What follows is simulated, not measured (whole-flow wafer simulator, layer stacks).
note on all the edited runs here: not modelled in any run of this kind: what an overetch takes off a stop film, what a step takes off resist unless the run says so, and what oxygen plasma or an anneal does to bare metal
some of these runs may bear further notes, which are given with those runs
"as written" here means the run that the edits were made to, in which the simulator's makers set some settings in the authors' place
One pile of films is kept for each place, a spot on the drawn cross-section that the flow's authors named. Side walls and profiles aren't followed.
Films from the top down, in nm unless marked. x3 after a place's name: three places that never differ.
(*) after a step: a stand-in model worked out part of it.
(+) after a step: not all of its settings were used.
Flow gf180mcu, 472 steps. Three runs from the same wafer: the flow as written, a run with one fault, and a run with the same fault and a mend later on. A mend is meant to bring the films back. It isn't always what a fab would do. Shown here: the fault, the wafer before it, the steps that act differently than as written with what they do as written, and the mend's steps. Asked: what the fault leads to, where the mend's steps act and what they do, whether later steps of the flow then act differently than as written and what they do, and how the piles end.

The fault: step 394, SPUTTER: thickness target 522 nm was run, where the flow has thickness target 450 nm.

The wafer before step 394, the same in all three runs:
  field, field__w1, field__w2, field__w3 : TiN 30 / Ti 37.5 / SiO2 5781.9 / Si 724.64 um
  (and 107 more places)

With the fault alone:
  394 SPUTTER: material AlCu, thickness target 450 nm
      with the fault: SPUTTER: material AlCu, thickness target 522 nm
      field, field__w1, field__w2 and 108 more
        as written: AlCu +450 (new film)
        with the fault: AlCu +522 (new film)
  Later steps of the flow that act differently than as written (1 more step differs only slightly, by at most 2% or 0.5 nm, whichever is larger, and isn't shown):
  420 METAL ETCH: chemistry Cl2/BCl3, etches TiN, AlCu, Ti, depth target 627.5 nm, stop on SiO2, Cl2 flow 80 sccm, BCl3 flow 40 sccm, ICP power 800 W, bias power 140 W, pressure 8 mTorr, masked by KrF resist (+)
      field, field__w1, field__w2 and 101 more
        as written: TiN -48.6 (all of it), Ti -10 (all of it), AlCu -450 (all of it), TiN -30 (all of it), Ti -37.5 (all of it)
        with the fault: TiN -48.6 (all of it), Ti -10 (all of it), AlCu -522 (all of it), TiN -30 (all of it), Ti -16.9
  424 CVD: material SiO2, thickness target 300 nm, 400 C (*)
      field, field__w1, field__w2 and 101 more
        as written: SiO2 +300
        with the fault: SiO2 +300 (new film)
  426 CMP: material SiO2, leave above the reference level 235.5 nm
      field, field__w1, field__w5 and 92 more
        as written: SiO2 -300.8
        with the fault: SiO2 -249.4
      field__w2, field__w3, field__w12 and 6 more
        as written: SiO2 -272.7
        with the fault: SiO2 -218.9
  At the end the piles differ from the flow's by more than 2% or 0.5 nm, whichever is larger, at field, field__w1, field__w2 and 109 more.
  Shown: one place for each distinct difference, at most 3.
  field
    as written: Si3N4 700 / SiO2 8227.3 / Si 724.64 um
    with the fault: Si3N4 700 / SiO2 2496.8 / Ti 20.6 / SiO2 5781.9 / Si 724.64 um
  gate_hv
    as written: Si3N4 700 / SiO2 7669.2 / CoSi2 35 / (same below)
    with the fault: Si3N4 700 / SiO2 2496.8 / Ti 20.6 / SiO2 5223.8 / CoSi2 35 / (same below)
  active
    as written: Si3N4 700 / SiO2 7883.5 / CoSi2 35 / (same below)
    with the fault: Si3N4 700 / SiO2 2496.8 / Ti 20.6 / SiO2 5438.1 / CoSi2 35 / (same below)

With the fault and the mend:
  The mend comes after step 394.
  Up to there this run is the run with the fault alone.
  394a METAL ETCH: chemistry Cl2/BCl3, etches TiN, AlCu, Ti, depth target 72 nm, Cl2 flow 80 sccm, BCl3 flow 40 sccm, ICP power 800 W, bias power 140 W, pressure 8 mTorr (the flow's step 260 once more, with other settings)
      field, field__w1, field__w2 and 108 more
        AlCu -72
  No later step of the flow acts differently than as written at any place that is followed.
  At the end the piles are the same as the flow's at every place that both follow.
